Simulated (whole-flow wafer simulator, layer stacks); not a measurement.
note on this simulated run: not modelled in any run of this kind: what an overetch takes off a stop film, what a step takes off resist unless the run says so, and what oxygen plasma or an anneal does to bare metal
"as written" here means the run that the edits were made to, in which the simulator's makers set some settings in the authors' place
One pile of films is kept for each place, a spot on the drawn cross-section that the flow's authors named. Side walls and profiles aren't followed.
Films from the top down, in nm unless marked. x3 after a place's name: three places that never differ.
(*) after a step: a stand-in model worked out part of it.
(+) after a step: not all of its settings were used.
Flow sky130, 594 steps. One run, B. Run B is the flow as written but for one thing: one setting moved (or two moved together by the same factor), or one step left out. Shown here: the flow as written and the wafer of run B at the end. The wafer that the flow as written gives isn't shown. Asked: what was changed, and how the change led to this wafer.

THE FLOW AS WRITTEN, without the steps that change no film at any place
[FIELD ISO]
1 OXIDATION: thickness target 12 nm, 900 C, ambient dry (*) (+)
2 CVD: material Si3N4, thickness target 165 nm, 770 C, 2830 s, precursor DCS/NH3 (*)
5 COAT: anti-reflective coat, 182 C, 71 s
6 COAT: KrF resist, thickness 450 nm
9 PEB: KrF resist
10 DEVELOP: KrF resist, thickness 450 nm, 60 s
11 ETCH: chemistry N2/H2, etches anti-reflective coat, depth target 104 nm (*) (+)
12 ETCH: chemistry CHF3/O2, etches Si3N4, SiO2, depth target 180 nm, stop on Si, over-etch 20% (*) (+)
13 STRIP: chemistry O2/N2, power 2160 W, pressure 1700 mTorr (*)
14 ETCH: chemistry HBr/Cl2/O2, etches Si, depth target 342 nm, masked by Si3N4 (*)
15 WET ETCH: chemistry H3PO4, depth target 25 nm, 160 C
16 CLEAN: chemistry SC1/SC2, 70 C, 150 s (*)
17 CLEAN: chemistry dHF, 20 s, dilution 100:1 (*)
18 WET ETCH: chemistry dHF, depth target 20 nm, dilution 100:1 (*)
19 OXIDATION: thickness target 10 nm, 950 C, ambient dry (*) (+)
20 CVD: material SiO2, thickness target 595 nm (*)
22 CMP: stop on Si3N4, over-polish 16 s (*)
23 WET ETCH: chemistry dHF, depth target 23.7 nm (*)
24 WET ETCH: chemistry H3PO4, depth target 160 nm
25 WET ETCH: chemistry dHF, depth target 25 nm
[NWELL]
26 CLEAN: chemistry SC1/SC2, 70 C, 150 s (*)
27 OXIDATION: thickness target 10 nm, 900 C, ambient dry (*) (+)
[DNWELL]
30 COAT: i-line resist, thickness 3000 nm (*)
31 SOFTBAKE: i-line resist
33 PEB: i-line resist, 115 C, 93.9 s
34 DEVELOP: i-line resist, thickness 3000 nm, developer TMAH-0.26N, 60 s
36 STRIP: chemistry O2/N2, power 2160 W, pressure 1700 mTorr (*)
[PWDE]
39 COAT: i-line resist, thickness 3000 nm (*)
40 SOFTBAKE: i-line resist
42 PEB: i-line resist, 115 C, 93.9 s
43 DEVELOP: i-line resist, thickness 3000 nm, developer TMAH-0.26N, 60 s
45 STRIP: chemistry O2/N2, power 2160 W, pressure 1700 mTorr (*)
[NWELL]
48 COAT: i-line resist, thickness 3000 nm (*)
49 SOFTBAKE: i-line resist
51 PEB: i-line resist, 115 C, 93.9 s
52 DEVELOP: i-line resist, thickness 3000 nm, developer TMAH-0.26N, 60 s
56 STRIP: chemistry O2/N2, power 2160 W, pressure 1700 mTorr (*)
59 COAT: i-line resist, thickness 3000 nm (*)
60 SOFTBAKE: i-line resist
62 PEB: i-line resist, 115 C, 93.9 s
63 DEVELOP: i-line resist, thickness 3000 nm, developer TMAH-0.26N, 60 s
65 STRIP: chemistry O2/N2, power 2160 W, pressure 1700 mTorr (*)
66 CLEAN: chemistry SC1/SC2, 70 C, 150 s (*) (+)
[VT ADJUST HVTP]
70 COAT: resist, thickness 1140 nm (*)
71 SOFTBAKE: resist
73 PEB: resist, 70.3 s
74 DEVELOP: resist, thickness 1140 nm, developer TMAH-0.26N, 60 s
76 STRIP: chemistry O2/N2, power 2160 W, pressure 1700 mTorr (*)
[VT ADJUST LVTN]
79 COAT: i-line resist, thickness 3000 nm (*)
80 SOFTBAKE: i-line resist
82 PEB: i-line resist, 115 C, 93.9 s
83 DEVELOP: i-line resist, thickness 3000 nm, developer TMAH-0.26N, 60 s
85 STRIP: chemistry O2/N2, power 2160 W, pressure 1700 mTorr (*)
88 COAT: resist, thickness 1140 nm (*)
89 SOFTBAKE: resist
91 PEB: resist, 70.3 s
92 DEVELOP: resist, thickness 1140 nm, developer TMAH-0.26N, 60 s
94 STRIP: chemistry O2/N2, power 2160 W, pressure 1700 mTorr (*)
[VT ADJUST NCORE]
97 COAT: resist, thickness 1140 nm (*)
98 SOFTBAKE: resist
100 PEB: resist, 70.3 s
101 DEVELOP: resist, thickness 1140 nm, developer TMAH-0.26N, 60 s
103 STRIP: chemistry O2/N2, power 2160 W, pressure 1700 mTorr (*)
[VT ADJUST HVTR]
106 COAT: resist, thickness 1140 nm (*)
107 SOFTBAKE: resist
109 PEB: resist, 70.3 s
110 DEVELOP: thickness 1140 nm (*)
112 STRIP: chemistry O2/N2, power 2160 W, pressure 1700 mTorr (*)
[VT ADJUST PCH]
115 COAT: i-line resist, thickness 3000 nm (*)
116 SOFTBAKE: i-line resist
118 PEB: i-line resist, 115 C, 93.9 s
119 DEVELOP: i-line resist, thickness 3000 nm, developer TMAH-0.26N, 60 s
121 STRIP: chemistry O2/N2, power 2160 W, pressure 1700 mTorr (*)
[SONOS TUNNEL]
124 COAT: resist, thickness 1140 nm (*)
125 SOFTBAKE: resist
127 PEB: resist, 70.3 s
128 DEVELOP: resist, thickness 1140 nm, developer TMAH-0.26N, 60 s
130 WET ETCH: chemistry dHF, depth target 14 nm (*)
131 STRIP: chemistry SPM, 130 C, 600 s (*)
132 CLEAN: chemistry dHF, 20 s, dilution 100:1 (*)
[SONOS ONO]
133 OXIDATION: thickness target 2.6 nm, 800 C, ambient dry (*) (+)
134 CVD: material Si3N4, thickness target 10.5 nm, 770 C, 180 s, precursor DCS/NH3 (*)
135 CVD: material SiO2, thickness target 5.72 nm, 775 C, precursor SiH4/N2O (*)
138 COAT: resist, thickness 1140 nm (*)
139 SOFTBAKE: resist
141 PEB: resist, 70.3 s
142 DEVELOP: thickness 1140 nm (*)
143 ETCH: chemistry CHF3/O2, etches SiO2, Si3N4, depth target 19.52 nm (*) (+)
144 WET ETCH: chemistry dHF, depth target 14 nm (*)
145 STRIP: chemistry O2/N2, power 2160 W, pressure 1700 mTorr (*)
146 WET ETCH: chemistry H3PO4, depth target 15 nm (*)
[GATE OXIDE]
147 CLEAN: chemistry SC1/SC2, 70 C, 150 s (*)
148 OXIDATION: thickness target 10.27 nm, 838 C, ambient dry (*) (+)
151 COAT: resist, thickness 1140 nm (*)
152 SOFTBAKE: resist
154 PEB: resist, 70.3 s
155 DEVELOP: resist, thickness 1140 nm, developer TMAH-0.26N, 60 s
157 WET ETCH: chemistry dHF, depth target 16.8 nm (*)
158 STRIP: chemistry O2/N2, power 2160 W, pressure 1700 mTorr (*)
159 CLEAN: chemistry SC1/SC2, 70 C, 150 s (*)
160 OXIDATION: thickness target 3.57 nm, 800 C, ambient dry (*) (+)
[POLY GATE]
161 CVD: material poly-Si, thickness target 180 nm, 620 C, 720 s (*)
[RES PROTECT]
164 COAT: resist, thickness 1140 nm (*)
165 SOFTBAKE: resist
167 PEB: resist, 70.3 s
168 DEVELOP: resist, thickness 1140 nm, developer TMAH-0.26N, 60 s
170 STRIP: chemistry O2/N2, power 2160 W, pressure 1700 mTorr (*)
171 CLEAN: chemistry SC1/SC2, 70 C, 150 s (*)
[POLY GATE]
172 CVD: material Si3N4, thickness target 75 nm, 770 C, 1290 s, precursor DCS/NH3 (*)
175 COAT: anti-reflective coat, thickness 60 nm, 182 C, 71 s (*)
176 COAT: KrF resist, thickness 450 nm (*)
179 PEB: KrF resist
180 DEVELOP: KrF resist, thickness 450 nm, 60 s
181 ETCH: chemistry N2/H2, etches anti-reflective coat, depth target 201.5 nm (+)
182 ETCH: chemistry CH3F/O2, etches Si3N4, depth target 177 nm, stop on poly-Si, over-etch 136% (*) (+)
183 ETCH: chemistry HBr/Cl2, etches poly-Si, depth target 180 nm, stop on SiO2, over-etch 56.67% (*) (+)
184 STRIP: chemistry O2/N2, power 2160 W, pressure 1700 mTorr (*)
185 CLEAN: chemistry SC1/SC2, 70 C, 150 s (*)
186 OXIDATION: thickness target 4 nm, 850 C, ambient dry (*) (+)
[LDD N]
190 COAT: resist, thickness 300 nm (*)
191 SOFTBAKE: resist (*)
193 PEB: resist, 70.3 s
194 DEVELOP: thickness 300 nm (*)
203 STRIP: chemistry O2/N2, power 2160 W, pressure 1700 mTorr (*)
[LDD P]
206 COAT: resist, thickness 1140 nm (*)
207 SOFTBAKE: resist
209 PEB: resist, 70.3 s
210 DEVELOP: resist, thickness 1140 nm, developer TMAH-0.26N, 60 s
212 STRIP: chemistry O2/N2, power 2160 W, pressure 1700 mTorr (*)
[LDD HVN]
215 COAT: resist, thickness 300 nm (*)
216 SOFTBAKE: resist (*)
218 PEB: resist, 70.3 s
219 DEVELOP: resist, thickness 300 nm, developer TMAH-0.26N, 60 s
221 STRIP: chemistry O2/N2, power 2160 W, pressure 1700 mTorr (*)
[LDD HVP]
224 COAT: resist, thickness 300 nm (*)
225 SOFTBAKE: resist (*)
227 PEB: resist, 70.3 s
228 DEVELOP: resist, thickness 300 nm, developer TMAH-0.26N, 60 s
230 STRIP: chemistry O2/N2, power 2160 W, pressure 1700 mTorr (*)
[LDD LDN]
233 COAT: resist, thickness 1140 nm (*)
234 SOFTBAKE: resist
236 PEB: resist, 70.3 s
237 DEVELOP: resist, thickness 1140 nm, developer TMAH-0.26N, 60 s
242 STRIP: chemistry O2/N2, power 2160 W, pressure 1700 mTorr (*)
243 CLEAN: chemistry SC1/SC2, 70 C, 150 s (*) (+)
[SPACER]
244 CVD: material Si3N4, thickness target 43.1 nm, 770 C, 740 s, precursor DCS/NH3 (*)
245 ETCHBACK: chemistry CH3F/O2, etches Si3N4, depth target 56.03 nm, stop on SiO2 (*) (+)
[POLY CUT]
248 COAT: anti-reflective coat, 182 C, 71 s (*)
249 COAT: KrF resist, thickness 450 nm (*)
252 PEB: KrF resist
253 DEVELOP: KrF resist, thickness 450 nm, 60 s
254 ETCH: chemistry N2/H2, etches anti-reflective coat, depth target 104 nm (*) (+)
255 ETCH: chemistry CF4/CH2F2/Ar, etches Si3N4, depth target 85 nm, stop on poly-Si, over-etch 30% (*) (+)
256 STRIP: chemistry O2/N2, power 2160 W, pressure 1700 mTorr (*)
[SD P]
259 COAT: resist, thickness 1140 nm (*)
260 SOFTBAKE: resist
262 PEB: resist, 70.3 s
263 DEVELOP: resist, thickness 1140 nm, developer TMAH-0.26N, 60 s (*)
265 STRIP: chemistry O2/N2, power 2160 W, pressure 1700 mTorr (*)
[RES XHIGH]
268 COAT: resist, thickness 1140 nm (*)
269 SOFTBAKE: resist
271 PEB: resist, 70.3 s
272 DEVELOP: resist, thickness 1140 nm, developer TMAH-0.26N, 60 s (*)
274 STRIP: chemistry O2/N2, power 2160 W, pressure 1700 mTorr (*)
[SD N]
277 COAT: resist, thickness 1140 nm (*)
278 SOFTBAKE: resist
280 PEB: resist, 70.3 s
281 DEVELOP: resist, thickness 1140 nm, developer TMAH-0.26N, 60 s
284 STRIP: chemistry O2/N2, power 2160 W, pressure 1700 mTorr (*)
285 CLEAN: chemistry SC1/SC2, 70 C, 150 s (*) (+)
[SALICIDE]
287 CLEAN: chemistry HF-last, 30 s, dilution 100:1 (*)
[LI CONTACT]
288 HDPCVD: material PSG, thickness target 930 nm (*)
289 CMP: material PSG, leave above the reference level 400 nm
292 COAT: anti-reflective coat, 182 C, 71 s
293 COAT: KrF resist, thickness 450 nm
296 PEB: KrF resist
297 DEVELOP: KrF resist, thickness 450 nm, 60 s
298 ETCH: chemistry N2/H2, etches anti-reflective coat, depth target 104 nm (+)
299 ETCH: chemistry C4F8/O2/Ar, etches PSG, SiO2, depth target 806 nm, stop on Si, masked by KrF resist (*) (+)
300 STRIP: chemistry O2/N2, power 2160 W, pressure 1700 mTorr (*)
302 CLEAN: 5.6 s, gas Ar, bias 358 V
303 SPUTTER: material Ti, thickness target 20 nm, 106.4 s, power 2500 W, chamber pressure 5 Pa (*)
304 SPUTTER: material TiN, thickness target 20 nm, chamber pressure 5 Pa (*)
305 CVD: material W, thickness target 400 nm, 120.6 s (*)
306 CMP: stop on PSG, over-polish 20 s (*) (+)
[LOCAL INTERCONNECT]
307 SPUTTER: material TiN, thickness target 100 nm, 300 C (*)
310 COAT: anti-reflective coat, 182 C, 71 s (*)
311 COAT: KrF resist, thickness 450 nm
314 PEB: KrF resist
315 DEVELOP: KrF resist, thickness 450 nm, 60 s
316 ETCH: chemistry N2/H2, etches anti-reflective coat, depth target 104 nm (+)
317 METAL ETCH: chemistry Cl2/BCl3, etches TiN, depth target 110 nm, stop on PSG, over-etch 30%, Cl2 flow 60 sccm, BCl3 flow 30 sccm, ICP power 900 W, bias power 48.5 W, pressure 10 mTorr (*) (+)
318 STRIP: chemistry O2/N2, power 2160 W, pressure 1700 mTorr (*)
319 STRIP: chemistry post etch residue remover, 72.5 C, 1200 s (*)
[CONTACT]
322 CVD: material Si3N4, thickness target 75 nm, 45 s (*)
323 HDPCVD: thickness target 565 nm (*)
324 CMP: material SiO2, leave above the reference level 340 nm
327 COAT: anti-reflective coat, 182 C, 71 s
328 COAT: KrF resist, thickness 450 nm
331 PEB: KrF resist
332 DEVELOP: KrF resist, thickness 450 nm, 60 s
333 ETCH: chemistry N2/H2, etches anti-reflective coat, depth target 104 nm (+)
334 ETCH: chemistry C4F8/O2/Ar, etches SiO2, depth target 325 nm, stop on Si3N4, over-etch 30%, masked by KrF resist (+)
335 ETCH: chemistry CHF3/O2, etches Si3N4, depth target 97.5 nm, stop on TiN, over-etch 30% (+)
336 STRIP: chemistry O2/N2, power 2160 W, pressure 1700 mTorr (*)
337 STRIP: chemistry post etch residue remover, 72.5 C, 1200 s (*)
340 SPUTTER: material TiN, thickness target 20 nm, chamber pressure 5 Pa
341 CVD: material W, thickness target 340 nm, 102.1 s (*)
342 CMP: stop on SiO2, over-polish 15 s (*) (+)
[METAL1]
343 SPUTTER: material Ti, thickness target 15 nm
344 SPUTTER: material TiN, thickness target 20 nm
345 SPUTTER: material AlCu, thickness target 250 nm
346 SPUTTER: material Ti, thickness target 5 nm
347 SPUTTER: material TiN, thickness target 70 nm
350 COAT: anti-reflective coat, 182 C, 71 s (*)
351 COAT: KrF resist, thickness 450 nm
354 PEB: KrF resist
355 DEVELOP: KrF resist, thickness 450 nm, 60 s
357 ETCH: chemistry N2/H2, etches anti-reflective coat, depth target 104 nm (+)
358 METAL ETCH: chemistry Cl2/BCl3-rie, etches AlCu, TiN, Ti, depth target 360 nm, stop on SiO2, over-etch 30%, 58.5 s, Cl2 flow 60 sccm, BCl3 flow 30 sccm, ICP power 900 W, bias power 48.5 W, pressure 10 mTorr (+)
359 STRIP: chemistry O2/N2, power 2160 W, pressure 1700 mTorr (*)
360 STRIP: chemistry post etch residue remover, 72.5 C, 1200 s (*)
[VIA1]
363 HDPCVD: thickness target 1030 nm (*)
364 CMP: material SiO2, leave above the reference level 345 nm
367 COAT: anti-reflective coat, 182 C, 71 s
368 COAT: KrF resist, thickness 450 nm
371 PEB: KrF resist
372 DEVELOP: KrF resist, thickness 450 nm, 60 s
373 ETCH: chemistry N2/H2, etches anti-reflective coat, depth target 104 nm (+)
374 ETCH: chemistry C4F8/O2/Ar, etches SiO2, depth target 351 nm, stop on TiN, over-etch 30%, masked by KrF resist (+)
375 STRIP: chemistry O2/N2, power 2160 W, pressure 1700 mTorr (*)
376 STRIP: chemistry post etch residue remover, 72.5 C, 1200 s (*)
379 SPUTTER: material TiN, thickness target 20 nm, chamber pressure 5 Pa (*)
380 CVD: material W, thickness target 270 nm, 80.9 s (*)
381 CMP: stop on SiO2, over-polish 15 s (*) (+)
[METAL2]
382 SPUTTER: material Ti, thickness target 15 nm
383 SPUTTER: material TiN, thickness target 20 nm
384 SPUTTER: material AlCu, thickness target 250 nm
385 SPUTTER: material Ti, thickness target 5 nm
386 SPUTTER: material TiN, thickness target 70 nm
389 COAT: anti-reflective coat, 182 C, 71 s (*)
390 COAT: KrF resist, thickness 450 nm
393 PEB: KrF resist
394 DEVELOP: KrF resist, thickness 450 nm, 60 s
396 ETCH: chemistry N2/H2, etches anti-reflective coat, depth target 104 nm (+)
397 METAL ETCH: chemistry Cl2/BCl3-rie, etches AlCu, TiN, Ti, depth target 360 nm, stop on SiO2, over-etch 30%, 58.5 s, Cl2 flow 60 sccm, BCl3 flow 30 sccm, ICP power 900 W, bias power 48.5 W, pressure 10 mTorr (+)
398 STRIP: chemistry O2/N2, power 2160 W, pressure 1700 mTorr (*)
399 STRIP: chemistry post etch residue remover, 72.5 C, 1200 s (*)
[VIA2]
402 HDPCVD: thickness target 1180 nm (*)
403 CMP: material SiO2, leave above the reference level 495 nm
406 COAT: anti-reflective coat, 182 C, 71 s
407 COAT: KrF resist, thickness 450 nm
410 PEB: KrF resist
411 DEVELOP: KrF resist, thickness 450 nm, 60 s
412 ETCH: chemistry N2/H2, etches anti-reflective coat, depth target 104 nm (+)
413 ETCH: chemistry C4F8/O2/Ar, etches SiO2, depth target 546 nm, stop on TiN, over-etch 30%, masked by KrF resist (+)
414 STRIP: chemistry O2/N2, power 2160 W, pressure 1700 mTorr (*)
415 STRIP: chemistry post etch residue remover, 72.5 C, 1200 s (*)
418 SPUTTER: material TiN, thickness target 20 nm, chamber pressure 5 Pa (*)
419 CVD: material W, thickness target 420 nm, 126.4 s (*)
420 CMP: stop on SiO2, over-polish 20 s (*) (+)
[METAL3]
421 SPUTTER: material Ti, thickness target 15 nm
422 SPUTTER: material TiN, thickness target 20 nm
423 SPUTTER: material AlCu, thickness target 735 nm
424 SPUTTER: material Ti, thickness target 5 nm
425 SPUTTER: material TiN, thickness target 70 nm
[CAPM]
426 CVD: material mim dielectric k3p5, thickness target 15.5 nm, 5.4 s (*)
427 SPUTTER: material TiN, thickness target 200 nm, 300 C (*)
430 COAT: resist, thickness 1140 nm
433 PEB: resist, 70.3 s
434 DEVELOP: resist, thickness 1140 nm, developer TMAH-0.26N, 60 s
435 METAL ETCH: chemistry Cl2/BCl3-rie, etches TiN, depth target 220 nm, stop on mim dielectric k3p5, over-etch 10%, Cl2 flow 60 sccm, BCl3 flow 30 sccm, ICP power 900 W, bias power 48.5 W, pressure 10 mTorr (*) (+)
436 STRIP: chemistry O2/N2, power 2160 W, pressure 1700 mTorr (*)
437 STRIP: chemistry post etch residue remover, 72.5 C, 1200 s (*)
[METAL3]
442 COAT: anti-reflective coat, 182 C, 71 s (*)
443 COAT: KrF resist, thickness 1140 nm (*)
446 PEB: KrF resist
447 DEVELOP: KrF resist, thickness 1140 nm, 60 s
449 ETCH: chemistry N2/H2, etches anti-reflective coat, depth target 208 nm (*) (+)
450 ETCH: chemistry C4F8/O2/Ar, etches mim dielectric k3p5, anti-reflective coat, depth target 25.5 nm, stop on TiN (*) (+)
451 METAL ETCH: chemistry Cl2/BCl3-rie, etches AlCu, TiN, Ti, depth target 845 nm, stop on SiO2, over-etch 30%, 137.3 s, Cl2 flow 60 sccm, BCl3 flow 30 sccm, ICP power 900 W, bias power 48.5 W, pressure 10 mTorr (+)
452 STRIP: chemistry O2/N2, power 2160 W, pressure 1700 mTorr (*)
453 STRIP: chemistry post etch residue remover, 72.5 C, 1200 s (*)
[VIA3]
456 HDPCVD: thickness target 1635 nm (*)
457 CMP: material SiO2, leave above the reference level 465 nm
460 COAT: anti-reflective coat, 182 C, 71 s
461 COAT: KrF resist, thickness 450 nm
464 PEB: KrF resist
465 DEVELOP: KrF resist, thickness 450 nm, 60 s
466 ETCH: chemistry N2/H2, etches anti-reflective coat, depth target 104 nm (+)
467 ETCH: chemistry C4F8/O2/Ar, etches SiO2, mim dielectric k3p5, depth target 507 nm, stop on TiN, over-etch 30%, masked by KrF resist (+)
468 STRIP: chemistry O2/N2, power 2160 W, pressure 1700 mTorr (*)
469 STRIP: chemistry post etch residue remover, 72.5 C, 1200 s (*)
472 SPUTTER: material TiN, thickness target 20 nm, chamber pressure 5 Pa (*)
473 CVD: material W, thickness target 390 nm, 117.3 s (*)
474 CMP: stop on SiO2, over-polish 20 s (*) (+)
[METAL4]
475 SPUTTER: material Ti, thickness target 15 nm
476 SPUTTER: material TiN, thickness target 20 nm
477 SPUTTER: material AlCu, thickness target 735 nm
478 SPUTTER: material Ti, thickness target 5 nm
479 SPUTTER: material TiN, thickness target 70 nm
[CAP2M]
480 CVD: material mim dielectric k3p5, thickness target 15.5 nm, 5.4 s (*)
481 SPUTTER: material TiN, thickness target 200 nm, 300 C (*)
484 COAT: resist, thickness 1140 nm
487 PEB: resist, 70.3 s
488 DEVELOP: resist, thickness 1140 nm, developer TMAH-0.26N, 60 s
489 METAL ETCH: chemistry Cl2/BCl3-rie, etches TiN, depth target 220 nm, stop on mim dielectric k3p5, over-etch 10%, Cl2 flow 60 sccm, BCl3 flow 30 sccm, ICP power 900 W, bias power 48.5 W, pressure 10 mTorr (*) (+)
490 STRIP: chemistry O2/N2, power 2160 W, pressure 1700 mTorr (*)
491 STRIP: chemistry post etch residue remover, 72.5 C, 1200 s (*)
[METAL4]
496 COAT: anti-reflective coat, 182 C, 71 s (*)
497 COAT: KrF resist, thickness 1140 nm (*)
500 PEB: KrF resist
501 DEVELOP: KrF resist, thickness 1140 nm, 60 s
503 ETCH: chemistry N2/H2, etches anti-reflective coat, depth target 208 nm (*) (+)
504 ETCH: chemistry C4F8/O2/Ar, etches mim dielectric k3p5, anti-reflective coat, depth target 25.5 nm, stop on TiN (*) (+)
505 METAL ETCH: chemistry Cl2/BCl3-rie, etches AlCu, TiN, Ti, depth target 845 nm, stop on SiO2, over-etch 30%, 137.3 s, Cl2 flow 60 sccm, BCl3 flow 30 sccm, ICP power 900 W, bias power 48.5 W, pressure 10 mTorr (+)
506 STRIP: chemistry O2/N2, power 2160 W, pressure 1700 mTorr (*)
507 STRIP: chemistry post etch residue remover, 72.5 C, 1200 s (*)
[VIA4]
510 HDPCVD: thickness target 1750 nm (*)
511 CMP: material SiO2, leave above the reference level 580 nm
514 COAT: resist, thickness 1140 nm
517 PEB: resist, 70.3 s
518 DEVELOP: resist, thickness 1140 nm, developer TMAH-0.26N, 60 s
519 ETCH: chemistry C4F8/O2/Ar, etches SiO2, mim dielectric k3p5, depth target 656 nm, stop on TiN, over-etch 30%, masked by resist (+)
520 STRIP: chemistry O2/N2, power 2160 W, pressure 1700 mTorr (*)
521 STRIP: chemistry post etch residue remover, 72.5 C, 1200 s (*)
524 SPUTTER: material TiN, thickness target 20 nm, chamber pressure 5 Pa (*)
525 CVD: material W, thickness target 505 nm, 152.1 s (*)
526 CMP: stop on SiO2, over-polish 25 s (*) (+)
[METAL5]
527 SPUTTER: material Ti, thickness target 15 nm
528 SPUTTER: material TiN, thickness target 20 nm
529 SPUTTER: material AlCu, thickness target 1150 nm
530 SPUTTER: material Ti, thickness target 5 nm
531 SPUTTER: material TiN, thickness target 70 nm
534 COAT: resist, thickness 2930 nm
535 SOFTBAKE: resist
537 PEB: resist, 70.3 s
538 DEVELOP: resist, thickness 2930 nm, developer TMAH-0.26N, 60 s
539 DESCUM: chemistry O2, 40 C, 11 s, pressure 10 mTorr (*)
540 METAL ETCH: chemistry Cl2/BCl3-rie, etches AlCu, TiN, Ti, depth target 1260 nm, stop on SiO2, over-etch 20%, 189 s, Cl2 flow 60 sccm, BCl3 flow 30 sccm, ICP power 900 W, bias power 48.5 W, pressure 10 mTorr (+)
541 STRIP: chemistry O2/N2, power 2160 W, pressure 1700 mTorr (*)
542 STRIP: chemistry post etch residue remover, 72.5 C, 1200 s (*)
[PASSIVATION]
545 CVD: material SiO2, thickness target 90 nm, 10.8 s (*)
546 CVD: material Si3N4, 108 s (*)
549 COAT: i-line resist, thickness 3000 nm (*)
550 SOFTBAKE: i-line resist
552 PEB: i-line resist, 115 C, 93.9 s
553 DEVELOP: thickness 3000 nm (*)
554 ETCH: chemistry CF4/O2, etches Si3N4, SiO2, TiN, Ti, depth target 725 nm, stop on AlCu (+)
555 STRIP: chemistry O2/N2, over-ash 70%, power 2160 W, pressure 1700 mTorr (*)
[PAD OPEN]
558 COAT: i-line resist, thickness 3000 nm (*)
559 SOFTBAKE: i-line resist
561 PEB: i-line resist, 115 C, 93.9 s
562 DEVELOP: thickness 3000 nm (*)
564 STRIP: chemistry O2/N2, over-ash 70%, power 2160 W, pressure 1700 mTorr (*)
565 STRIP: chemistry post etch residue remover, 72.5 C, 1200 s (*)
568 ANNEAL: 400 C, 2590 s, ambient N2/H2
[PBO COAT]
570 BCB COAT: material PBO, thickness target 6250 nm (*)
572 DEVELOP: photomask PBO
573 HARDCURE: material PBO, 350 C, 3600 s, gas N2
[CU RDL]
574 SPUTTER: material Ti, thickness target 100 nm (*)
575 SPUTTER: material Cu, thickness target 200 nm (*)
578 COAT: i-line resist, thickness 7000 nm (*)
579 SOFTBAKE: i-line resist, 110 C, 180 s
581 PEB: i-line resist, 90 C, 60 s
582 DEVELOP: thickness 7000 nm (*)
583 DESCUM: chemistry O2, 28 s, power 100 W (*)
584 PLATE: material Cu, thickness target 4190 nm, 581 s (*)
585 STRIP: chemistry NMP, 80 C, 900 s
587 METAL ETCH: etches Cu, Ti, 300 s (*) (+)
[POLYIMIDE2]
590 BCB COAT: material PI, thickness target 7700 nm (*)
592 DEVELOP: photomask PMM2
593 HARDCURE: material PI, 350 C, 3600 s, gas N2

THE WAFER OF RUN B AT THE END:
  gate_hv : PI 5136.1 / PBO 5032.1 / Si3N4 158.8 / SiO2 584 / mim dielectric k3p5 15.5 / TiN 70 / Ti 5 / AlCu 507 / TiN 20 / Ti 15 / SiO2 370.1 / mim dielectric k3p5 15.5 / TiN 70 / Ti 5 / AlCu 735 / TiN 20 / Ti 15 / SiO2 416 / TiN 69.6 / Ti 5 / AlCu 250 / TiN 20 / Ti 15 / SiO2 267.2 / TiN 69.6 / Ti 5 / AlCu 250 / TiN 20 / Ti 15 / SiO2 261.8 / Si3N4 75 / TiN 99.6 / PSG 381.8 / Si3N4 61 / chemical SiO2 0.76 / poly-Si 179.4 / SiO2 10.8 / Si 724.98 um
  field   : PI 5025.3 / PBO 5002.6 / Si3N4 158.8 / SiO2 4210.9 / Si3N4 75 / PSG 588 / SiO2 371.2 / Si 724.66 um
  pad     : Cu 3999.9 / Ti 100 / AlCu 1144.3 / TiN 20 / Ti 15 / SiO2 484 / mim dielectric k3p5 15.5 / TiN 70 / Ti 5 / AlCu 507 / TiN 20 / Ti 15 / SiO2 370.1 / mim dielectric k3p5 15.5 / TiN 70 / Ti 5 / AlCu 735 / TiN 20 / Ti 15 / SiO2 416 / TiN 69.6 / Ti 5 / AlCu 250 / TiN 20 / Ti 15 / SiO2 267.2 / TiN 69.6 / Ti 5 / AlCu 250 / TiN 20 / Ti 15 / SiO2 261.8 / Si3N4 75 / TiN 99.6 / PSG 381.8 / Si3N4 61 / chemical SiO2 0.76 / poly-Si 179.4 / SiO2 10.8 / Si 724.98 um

The cause: step 477, SPUTTER: thickness target 507 nm was run, where the flow has thickness target 735 nm.
It can be read off the wafer: gate_hv has AlCu 507, and step 477 as written asks for 735 nm.

How the change led to this, step by step:
  477 SPUTTER: material AlCu, thickness target 735 nm
      field, active, n_well and 189 more: AlCu +507 (new film) (as written it would be: AlCu +735 (new film))
  505 METAL ETCH: chemistry Cl2/BCl3-rie, etches AlCu, TiN, Ti, depth target 845 nm, stop on SiO2, over-etch 30%, 137.3 s, Cl2 flow 60 sccm, BCl3 flow 30 sccm, ICP power 900 W, bias power 48.5 W, pressure 10 mTorr (+)
      field, gate, spacer and 64 more: TiN -70 (all of it), Ti -5 (all of it), AlCu -507 (all of it), TiN -20 (all of it), Ti -15 (all of it), SiO2 -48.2 (as written it would be: TiN -70 (all of it), Ti -5 (all of it), AlCu -735 (all of it), TiN -20 (all of it), Ti -15 (all of it), SiO2 -25.4)
      vpp_iso1, m1_ln, rpo_hd and 6 more: TiN -70 (all of it), Ti -5 (all of it), AlCu -507 (all of it), TiN -20 (all of it), Ti -15 (all of it), SiO2 -48.1 (as written it would be: TiN -70 (all of it), Ti -5 (all of it), AlCu -735 (all of it), TiN -20 (all of it), Ti -15 (all of it), SiO2 -25.3)
      (and at 12 more places)
  511 CMP: material SiO2, leave above the reference level 580 nm
      field, gate, spacer and 71 more: SiO2 -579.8 (as written it would be: SiO2 -374.7)
      active, via2_hole, sonos_guard_hv, iso_guard_nw, rxpo_ln, rpm_encl_urpm: SiO2 -579.9 (as written it would be: SiO2 -374.7)
      (and at 8 more places)
